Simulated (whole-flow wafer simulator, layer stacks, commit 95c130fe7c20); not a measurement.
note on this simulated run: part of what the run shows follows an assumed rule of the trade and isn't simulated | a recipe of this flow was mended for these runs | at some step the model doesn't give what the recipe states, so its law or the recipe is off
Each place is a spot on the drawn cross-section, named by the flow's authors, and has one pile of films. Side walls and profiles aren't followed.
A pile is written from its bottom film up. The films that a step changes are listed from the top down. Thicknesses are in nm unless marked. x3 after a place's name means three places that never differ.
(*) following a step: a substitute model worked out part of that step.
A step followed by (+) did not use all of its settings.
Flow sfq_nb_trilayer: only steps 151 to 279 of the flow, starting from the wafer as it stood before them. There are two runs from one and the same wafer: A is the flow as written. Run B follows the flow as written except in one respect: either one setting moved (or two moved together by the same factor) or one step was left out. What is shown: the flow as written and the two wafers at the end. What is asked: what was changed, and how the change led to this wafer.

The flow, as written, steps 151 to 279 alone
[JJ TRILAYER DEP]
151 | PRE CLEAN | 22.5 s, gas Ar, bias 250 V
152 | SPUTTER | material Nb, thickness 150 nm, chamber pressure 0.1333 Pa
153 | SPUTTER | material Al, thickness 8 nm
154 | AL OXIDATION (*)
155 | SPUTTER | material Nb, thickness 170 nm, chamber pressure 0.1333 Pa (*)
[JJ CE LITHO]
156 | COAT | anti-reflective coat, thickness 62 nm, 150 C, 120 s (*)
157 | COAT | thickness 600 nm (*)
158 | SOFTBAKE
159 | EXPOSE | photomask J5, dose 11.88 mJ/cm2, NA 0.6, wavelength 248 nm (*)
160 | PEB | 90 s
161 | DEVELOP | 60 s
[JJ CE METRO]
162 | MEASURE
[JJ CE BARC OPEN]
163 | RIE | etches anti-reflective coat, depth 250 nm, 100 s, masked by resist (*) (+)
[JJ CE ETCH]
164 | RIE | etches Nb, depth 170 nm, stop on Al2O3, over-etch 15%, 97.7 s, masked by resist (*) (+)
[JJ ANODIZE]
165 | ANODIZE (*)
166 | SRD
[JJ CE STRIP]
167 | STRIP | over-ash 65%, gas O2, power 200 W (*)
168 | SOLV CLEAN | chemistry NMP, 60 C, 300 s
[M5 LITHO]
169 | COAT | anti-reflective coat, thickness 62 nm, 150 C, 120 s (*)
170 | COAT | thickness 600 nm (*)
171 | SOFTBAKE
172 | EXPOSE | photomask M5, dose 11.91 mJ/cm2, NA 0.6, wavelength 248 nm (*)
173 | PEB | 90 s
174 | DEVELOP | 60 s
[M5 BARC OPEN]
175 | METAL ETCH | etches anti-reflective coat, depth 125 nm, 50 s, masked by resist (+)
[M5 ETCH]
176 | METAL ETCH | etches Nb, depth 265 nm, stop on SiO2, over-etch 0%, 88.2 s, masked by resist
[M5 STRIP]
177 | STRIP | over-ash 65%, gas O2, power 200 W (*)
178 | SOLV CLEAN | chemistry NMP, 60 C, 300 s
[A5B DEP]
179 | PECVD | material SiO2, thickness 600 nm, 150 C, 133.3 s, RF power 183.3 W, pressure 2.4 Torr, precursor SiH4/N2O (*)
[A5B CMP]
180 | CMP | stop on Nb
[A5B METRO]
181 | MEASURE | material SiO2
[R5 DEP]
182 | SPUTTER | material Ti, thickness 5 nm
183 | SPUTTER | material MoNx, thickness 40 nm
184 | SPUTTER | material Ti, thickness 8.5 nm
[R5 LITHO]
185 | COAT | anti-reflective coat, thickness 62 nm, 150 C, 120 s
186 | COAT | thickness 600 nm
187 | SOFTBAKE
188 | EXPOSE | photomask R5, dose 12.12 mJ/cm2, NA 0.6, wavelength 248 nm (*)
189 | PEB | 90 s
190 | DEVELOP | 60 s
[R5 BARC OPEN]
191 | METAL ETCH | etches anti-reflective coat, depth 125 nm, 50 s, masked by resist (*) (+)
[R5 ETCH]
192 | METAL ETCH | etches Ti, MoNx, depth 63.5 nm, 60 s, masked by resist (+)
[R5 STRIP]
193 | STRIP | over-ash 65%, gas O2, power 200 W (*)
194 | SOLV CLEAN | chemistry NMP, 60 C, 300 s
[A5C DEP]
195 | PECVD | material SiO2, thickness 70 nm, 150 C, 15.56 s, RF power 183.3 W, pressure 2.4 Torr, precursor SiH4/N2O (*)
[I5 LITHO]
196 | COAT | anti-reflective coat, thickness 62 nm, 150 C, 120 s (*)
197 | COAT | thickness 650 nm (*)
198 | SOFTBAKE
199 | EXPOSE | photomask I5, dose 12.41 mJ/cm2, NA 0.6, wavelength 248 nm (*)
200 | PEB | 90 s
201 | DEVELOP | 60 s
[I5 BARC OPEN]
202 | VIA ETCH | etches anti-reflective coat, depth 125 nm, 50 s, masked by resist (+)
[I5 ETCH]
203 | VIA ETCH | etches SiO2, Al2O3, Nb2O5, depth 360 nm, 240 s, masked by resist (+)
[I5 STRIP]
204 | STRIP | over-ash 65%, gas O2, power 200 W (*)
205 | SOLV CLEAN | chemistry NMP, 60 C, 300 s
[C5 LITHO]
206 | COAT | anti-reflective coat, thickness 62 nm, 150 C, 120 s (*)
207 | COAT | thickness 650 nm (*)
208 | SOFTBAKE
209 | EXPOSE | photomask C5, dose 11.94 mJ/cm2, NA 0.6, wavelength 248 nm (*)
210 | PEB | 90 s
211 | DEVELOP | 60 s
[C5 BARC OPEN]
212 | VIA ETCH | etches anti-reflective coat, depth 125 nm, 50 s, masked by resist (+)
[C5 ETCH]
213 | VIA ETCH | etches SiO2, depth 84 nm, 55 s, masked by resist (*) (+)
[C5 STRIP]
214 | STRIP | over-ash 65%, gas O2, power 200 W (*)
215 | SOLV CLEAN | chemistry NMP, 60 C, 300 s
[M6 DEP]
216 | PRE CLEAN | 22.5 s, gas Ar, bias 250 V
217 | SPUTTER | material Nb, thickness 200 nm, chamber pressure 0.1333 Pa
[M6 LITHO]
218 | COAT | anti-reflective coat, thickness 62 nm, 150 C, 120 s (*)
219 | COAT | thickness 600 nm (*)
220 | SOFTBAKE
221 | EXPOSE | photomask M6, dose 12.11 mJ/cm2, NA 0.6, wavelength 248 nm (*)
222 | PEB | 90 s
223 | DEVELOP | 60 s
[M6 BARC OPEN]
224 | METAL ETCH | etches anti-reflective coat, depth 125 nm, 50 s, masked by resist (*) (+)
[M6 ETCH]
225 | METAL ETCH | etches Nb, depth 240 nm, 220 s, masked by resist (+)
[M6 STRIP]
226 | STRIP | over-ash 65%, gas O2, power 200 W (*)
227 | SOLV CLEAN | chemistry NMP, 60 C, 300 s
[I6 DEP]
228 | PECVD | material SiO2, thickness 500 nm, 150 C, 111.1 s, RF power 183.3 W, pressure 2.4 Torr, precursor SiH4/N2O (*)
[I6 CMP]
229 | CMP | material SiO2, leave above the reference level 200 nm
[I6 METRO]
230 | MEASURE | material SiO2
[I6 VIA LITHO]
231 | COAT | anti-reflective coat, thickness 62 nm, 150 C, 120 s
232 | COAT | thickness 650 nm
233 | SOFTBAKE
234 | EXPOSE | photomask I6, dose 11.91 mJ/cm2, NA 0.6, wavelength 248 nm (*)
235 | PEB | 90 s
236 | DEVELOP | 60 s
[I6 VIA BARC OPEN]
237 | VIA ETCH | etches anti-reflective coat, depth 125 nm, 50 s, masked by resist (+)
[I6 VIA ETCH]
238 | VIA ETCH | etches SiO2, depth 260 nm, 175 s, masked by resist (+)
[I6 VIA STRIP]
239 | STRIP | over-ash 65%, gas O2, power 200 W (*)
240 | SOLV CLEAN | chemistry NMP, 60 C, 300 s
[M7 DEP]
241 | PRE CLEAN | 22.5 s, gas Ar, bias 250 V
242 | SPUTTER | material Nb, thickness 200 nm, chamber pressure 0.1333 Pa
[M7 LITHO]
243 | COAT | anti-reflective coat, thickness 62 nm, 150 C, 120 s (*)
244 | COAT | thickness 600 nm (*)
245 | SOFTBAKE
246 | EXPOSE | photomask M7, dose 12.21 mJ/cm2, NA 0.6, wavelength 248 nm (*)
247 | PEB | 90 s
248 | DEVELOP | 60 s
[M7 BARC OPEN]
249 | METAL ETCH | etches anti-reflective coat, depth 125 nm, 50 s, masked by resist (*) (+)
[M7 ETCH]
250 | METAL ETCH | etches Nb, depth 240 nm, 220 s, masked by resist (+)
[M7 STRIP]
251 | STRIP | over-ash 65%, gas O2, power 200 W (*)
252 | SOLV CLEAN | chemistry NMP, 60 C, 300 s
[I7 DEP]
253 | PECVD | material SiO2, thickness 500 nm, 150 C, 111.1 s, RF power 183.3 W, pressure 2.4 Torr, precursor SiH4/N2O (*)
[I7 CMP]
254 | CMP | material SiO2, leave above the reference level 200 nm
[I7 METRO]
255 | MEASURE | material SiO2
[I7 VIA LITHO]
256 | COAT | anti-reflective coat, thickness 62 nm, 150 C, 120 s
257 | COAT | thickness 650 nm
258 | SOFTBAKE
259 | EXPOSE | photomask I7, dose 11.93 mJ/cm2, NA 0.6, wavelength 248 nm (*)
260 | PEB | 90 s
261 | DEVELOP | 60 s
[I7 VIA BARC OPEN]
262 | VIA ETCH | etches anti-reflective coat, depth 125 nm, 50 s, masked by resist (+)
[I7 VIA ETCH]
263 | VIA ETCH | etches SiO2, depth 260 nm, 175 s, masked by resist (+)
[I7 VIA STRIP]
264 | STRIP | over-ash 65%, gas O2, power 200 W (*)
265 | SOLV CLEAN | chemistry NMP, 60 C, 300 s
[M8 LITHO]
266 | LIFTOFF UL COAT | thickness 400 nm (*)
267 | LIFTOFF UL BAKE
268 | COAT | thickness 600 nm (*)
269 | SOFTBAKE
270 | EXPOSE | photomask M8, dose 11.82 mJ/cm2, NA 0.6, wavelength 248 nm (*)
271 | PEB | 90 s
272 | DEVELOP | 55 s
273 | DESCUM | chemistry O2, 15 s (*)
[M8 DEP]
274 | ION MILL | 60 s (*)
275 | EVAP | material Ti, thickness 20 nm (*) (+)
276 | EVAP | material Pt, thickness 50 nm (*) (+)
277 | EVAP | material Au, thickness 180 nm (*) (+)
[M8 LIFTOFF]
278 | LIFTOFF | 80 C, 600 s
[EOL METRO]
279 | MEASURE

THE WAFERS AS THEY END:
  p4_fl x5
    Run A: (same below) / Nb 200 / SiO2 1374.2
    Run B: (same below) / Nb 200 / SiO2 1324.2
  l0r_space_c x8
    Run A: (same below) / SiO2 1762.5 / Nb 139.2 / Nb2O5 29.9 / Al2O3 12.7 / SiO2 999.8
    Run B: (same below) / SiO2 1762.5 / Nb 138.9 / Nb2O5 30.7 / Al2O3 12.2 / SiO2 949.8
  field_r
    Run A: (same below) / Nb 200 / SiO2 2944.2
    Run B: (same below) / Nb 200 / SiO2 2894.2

The reason: step 155, SPUTTER: thickness 120 nm was run, though the flow has thickness 170 nm.

Step by step, how the change led to this:
  155 | SPUTTER | material Nb, thickness 170 nm, chamber pressure 0.1333 Pa (*)
      field_l, v_sur, via_sp and 100 more: A +170 Nb (new film) | B +120 Nb (new film)
      via_wl, via_wr: A +139.9 Nb (new film) | B +98.6 Nb (new film)
      (also at 1 further place)
  156 | COAT | anti-reflective coat, thickness 62 nm, 150 C, 120 s (*)
      via_wl, via_wr: A +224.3 anti-reflective coat (new film) | B +211.5 anti-reflective coat (new film)
      via_w: A +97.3 anti-reflective coat (new film) | B +93 anti-reflective coat (new film)
  163 | RIE | etches anti-reflective coat, depth 250 nm, 100 s, masked by resist (*) (+)
      via_wl, via_wr: A -224.3 anti-reflective coat (all of it) | B -211.5 anti-reflective coat (all of it)
      via_w: A -97.3 anti-reflective coat (all of it) | B -93 anti-reflective coat (all of it)
  164 | RIE | etches Nb, depth 170 nm, stop on Al2O3, over-etch 15%, 97.7 s, masked by resist (*) (+)
      field_l, v_sur, via_sp and 96 more: A -170 Nb (all of it), -0.51 Al2O3 | B -120 Nb (all of it), -0.96 Al2O3 (all of it)
      via_wl, via_wr: A -139.9 Nb (all of it), -0.96 Al2O3 (all of it) | B -98.6 Nb (all of it), -0.96 Al2O3 (all of it)
      (also at 1 further place)
  165 | ANODIZE (*)
      field_l, v_sur, via_sp and 96 more: A +12.2 Al2O3, +29.9 Nb2O5 (new film), -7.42 Al (all of it), -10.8 Nb | B +12.2 Al2O3 (new film), +30.7 Nb2O5 (new film), -7.42 Al (all of it), -11.1 Nb
  169 | COAT | anti-reflective coat, thickness 62 nm, 150 C, 120 s (*)
      wl_j_sl, wl_j_sr: A +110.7 anti-reflective coat (new film) | B +94.2 anti-reflective coat (new film)
      be_sur: A +48.7 anti-reflective coat (new film) | B +54.4 anti-reflective coat (new film)
      (also at 13 further places)
  170 | COAT | thickness 600 nm (*)
      gap: A +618 KrF-resist-other-grade (new film) | B +604.2 KrF-resist-other-grade (new film)
      ce_l: A +533.7 KrF-resist-other-grade (new film) | B +565.2 KrF-resist-other-grade (new film)
      (also at 5 further places)
  174 | DEVELOP | 60 s
      wl_a_sl: A -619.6 KrF-resist-other-grade (all of it) | B -605.5 KrF-resist-other-grade (all of it)
  175 | METAL ETCH | etches anti-reflective coat, depth 125 nm, 50 s, masked by resist (+)
      r_sur: A -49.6 anti-reflective coat (all of it), -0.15 Al2O3 | B -55.4 anti-reflective coat (all of it), -0.14 Al2O3
      r_end: A -63.9 anti-reflective coat (all of it), -0.12 Al2O3 | B -62.4 anti-reflective coat (all of it), -0.13 Al2O3
      (also at 3 further places)
  176 | METAL ETCH | etches Nb, depth 265 nm, stop on SiO2, over-etch 0%, 88.2 s, masked by resist
      field_l, res, r_end and 47 more: A -12.6 Al2O3 (all of it), -29.9 Nb2O5 (all of it), -139.2 Nb (all of it), -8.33 SiO2 | B -12.1 Al2O3 (all of it), -30.7 Nb2O5 (all of it), -138.9 Nb (all of it), -8.32 SiO2
      r_sur, wl_a_sl, wl_a_m6: A -12.5 Al2O3 (all of it), -29.9 Nb2O5 (all of it), -139.2 Nb (all of it), -8.33 SiO2 | B -12.1 Al2O3 (all of it), -30.7 Nb2O5 (all of it), -138.9 Nb (all of it), -8.32 SiO2
  177 | STRIP | over-ash 65%, gas O2, power 200 W (*)
      be_sur: A -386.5 KrF-resist-other-grade (all of it), -48.7 anti-reflective coat (all of it) | B -380.8 KrF-resist-other-grade (all of it), -54.4 anti-reflective coat (all of it)
      gap: A -391.2 KrF-resist-other-grade (all of it), -53.1 anti-reflective coat (all of it) | B -377.5 KrF-resist-other-grade (all of it), -63.8 anti-reflective coat (all of it)
      (also at 9 further places)
  180 | CMP | stop on Nb
      field_l, lsp_m, ln_m6 and 44 more: A -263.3 SiO2 | B -313.3 SiO2
      v_sur, via_sp, via_v and 43 more: A -453.5 SiO2 | B -503.6 SiO2
      (also at 9 further places)
  203 | VIA ETCH | etches SiO2, Al2O3, Nb2O5, depth 360 nm, 240 s, masked by resist (+)
      be: A -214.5 SiO2 (all of it), -12.7 Al2O3 (all of it), -29.9 Nb2O5 (all of it), -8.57 Nb | B -164.5 SiO2 (all of it), -12.2 Al2O3 (all of it), -30.7 Nb2O5 (all of it), -12.7 Nb
  206 | COAT | anti-reflective coat, thickness 62 nm, 150 C, 120 s (*)
      be: A +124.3 anti-reflective coat (new film) | B +117.4 anti-reflective coat (new film)
  207 | COAT | thickness 650 nm (*)
      be: A +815 KrF-resist-other-grade (new film) | B +782.2 KrF-resist-other-grade (new film)
  214 | STRIP | over-ash 65%, gas O2, power 200 W (*)
      be: A -705.8 KrF-resist-other-grade (all of it), -124.3 anti-reflective coat (all of it) | B -673 KrF-resist-other-grade (all of it), -117.4 anti-reflective coat (all of it)
  ... 4 further steps ...
  228 | PECVD | material SiO2, thickness 500 nm, 150 C, 111.1 s, RF power 183.3 W, pressure 2.4 Torr, precursor SiH4/N2O (*)
      be: A +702 SiO2 (new film) | B +645.9 SiO2 (new film)
